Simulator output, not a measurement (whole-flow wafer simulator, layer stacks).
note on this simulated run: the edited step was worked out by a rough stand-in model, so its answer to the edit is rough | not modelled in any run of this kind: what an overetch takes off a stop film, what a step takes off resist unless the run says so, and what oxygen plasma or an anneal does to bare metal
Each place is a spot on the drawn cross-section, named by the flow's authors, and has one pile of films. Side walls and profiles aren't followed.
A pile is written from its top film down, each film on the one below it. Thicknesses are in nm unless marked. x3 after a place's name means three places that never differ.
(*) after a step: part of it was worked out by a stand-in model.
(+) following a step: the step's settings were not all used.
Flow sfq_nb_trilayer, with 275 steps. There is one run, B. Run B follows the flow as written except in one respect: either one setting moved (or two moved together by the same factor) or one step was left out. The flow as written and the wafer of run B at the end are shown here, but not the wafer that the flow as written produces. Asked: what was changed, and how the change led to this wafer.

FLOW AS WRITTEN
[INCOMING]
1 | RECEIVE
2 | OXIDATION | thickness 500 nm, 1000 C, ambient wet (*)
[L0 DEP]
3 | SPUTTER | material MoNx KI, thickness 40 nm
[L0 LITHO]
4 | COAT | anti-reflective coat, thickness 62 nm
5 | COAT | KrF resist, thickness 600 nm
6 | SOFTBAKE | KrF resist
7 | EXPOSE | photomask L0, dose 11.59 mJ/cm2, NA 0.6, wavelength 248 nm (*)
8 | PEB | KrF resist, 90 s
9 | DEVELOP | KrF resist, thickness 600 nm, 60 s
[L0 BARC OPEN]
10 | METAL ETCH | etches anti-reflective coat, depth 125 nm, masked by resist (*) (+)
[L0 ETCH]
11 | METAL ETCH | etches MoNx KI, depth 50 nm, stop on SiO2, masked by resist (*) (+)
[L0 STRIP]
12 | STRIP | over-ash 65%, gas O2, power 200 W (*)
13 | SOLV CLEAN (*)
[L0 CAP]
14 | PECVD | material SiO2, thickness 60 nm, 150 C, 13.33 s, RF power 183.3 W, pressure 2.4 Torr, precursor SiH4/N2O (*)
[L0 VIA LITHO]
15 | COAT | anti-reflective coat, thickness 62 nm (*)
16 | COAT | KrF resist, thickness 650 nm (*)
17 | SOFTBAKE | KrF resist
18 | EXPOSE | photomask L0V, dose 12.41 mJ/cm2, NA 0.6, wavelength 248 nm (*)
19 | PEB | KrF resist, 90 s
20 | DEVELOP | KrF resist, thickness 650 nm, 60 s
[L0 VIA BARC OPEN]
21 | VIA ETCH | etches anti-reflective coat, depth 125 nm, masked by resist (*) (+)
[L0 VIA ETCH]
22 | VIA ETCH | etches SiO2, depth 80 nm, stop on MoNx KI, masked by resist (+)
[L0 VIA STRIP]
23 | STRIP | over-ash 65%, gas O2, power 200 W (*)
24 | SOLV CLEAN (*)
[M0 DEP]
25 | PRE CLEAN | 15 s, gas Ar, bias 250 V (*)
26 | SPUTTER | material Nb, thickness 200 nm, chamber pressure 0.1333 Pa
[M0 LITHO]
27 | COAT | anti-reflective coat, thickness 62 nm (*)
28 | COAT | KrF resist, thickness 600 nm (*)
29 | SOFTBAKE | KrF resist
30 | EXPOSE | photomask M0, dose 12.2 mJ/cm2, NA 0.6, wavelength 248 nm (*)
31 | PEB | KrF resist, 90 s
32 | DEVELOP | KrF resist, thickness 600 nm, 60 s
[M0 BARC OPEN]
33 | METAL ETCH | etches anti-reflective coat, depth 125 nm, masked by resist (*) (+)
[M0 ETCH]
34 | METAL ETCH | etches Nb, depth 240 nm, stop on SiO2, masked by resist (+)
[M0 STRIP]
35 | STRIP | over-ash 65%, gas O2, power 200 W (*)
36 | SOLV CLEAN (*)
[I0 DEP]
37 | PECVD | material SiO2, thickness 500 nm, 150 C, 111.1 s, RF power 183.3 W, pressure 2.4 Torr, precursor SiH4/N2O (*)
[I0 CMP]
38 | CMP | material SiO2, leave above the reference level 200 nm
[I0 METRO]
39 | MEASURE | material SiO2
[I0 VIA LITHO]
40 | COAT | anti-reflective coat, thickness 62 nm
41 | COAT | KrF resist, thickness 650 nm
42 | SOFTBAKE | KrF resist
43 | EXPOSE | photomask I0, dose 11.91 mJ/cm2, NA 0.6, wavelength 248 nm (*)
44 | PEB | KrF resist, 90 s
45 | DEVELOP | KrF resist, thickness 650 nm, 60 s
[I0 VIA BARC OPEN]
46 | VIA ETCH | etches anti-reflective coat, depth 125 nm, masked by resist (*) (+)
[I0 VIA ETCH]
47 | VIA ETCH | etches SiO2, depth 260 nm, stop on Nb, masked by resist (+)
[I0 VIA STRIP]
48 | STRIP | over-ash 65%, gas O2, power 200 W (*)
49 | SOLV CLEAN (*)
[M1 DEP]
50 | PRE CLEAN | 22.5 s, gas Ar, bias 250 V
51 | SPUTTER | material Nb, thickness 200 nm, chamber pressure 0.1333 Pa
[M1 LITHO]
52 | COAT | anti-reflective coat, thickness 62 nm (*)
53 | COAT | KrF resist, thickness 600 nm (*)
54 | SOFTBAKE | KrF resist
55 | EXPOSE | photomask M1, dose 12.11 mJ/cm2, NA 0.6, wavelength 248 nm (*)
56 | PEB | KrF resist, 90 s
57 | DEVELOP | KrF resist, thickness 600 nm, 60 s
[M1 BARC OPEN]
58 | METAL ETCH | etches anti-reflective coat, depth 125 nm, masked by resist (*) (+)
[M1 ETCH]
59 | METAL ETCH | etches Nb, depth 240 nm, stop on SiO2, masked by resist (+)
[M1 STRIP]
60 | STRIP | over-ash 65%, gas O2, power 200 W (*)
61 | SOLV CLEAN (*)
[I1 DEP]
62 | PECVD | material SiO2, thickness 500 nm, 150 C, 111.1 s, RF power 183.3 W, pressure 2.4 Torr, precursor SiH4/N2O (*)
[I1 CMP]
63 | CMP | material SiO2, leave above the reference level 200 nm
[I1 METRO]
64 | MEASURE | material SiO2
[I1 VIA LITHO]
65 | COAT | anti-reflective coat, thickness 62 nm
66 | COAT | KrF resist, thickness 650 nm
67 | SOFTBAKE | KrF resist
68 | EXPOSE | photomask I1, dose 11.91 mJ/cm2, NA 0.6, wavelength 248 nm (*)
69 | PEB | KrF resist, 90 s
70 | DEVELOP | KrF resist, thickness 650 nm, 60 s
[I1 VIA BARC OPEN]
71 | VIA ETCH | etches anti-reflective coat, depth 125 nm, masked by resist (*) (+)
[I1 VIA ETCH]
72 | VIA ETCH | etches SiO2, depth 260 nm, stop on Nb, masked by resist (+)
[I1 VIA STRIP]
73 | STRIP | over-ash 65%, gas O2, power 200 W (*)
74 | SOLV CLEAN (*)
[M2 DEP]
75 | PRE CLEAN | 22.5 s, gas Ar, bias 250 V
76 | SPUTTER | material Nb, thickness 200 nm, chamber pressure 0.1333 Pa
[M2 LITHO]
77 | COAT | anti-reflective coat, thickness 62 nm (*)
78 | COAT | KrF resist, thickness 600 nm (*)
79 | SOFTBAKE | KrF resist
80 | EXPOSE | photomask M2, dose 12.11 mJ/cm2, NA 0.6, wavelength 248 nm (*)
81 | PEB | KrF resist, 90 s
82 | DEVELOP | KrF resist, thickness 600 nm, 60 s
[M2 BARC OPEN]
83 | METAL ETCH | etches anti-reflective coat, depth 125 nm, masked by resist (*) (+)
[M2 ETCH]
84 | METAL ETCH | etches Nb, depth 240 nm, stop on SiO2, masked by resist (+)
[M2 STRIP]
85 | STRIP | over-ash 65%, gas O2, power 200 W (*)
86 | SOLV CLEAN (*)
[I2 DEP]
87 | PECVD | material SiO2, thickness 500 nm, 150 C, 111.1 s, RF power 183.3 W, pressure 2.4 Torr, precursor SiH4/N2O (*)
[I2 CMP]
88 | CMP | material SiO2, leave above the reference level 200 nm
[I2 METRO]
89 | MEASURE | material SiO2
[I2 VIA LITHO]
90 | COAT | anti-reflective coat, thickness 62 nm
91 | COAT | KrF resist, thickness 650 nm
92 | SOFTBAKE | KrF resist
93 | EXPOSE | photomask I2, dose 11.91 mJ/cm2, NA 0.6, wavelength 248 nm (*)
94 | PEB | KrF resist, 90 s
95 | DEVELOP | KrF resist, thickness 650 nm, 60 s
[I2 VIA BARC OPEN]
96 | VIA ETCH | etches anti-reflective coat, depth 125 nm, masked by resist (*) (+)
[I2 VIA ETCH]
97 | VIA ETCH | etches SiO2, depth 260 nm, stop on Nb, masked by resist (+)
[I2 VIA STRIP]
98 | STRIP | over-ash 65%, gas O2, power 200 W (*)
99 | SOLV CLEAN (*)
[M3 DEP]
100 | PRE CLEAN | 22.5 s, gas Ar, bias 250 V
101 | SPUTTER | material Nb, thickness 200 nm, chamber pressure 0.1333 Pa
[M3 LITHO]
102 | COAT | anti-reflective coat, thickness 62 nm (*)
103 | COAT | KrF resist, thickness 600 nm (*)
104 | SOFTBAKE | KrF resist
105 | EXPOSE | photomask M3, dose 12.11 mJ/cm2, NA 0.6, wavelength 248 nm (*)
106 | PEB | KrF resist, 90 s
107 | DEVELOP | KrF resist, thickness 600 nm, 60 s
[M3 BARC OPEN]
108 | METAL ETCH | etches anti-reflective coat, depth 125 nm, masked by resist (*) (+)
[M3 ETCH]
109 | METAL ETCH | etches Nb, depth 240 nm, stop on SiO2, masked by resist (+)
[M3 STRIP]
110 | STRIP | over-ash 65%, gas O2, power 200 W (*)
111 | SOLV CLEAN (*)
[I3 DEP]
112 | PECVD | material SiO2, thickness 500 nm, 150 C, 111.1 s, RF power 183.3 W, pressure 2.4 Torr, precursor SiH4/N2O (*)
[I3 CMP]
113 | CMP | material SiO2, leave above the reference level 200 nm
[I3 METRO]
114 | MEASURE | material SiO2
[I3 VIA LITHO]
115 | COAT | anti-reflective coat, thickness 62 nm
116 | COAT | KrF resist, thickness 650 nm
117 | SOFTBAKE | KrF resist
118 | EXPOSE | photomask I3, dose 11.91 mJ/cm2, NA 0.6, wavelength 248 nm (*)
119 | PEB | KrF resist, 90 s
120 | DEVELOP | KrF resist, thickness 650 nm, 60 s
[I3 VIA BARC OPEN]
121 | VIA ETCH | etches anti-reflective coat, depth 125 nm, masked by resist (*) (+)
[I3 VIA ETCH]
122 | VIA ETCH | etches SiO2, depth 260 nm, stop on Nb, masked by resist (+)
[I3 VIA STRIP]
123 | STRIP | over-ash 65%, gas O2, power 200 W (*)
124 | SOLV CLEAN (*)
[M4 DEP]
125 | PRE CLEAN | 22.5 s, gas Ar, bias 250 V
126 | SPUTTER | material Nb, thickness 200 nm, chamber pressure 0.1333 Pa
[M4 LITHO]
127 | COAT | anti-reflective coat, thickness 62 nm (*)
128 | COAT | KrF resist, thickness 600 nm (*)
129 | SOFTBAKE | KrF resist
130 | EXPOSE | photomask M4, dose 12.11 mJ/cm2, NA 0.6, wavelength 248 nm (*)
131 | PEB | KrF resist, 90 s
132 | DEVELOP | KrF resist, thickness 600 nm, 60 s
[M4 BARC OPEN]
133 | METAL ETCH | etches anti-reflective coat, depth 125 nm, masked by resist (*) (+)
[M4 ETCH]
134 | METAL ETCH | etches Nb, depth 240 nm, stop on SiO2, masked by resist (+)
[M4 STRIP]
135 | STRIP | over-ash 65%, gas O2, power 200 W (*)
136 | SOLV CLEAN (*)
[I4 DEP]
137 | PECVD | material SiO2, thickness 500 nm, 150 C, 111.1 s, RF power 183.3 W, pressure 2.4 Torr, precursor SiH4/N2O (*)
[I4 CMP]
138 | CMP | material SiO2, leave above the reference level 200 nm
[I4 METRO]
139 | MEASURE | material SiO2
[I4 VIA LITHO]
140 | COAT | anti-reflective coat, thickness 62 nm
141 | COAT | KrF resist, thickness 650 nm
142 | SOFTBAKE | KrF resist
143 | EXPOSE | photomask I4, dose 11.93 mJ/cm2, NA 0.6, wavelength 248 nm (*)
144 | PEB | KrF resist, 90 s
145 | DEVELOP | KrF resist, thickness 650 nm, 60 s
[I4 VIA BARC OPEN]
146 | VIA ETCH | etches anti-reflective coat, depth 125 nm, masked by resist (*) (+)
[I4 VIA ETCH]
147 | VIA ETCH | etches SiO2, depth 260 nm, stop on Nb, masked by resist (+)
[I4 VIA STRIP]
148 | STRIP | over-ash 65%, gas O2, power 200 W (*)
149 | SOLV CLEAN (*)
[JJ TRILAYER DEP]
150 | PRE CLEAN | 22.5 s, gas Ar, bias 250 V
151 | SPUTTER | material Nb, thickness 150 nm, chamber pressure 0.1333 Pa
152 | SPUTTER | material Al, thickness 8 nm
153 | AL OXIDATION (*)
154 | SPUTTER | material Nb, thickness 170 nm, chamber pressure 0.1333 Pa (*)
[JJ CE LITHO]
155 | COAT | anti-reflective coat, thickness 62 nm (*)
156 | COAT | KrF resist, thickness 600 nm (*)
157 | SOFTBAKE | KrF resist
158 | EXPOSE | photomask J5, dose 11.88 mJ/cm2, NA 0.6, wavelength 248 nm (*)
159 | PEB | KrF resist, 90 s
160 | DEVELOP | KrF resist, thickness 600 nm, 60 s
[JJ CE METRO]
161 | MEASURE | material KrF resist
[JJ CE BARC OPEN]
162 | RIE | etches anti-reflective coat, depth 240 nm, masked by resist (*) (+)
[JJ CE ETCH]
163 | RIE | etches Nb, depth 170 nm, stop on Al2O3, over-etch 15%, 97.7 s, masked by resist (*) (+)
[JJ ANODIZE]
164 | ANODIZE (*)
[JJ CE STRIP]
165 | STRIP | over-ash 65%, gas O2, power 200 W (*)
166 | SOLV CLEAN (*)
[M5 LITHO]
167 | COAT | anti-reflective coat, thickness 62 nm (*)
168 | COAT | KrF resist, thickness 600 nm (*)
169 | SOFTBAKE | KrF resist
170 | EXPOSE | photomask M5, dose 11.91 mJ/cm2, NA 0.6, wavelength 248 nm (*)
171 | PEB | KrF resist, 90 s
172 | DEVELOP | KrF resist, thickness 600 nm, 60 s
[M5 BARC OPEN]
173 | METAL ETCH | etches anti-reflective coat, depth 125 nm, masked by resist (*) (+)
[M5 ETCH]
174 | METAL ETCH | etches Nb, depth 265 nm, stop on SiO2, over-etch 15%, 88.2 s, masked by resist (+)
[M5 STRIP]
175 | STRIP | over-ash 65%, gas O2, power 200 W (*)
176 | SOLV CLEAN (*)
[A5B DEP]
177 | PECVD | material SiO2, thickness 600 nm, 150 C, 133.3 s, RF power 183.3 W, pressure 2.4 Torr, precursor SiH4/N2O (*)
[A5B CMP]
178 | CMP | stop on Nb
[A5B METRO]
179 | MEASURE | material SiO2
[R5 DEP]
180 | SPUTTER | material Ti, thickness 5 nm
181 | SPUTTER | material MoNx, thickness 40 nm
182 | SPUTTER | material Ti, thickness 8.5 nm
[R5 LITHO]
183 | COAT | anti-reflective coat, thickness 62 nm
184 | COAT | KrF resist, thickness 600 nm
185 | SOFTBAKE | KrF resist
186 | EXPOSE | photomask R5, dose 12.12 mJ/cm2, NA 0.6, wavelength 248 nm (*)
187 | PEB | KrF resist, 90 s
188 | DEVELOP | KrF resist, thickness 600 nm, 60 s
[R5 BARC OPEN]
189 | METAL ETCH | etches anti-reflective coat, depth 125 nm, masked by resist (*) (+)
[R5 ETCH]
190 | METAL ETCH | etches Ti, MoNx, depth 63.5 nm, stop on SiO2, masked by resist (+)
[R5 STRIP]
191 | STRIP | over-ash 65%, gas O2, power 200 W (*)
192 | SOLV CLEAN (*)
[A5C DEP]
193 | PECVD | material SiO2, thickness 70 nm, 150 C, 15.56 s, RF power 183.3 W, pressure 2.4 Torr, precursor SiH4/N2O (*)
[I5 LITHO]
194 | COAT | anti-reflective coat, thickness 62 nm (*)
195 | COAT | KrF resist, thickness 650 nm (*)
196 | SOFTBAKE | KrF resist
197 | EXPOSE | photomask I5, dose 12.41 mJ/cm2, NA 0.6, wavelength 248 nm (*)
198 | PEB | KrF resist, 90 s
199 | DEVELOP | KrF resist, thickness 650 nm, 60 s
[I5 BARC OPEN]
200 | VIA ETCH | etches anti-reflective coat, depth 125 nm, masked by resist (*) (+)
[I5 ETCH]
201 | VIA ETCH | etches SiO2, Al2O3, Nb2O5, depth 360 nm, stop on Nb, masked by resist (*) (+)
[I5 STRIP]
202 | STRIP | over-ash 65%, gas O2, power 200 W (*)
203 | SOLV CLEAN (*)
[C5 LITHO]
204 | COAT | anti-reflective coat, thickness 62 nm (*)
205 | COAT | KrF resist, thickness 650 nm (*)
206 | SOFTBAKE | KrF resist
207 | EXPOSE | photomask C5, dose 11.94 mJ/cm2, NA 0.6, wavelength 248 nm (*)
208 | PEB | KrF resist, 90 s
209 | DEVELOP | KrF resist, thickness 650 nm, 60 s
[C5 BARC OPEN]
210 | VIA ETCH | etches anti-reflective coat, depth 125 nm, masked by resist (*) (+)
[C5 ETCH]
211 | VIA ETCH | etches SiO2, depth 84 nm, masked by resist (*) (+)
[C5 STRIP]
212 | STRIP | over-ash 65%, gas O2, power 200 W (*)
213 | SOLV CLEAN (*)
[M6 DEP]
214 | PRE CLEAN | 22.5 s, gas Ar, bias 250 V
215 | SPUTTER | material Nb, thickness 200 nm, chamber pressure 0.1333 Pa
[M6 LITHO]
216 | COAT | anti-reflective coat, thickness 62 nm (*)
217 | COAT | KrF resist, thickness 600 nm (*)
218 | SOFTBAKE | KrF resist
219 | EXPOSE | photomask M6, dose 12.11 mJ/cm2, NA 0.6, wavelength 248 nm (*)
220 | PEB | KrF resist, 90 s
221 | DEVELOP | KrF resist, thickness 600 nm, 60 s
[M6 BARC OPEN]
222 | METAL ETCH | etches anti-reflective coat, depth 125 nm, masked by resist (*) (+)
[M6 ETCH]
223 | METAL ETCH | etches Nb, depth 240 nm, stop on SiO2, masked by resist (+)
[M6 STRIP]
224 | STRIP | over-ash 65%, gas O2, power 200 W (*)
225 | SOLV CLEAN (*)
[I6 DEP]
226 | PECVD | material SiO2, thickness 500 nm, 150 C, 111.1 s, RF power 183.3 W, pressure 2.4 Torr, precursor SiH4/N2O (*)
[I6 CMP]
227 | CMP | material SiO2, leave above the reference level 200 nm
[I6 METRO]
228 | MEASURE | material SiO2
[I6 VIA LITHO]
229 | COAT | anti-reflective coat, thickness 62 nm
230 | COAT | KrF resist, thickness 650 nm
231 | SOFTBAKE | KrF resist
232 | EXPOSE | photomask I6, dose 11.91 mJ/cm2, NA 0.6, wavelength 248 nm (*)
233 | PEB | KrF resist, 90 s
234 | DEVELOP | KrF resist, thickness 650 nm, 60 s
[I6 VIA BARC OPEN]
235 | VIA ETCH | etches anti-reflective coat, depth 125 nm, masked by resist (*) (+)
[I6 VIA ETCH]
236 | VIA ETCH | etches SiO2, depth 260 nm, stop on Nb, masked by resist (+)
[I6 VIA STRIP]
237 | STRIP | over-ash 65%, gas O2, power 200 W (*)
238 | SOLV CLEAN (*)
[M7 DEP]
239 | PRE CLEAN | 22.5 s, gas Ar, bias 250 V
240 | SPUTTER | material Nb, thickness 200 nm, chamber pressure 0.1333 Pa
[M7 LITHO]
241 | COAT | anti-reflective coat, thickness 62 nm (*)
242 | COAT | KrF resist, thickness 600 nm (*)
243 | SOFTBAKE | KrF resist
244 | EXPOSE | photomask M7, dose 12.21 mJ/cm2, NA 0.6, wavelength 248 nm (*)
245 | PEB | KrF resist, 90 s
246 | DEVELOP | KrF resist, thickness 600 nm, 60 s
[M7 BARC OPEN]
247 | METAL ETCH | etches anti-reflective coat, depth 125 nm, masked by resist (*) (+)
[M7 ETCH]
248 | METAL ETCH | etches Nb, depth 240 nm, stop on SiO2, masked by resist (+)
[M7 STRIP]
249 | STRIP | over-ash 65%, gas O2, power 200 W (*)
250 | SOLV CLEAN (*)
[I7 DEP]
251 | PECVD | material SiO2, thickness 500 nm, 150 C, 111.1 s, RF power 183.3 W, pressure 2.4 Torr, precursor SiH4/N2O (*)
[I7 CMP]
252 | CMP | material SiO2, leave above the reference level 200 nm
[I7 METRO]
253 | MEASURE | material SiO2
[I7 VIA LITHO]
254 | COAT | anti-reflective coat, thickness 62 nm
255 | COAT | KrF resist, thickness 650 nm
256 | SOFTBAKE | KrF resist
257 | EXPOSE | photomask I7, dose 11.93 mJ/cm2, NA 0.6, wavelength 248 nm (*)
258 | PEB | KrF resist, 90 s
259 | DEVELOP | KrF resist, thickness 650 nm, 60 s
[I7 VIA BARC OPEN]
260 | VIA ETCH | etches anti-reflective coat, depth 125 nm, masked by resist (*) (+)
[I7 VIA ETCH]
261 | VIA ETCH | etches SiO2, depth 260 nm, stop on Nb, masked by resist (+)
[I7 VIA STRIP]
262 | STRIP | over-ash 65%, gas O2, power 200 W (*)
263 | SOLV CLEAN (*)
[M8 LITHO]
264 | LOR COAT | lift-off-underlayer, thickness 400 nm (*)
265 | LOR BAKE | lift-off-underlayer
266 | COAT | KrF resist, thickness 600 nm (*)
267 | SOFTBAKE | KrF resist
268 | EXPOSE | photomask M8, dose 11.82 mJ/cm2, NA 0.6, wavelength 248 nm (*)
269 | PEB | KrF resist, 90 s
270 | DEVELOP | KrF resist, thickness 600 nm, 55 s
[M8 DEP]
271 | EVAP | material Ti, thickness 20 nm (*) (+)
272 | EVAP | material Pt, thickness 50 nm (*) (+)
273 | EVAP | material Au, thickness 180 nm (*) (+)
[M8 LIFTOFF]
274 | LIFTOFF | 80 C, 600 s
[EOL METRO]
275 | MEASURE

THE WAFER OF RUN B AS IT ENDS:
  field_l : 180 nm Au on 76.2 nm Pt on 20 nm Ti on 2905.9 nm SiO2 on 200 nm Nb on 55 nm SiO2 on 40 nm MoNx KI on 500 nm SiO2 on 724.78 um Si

What caused this: step 272, EVAP: thickness 76.2 nm was run, whereas the flow has thickness 50 nm.
One can read it off the wafer: field_l has Pt 76.2, and step 272 as written asks for 50 nm.

Step by step, how the change led to this:
  272 | EVAP | material Pt, thickness 50 nm (*) (+)
      field_l, v_sur, via_wl and 103 more: +76.2 Pt (new film) (in the flow as written it would be: +50 Pt (new film))
  274 | LIFTOFF | 80 C, 600 s
      p4_fl, p4_fm, p4_w1 and 71 more: -180 Au (all of it), -76.2 Pt (all of it), -20 Ti (all of it), -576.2 KrF resist (all of it), -400 lift-off-underlayer (all of it) (in the flow as written it would be: -180 Au (all of it), -50 Pt (all of it), -20 Ti (all of it), -576.2 KrF resist (all of it), -400 lift-off-underlayer (all of it))
      c5j, ce_r: -180 Au (all of it), -76.2 Pt (all of it), -20 Ti (all of it), -573.3 KrF resist (all of it), -399.3 lift-off-underlayer (all of it) (in the flow as written it would be: -180 Au (all of it), -50 Pt (all of it), -20 Ti (all of it), -573.3 KrF resist (all of it), -399.3 lift-off-underlayer (all of it))
      (as well as at 19 more places)
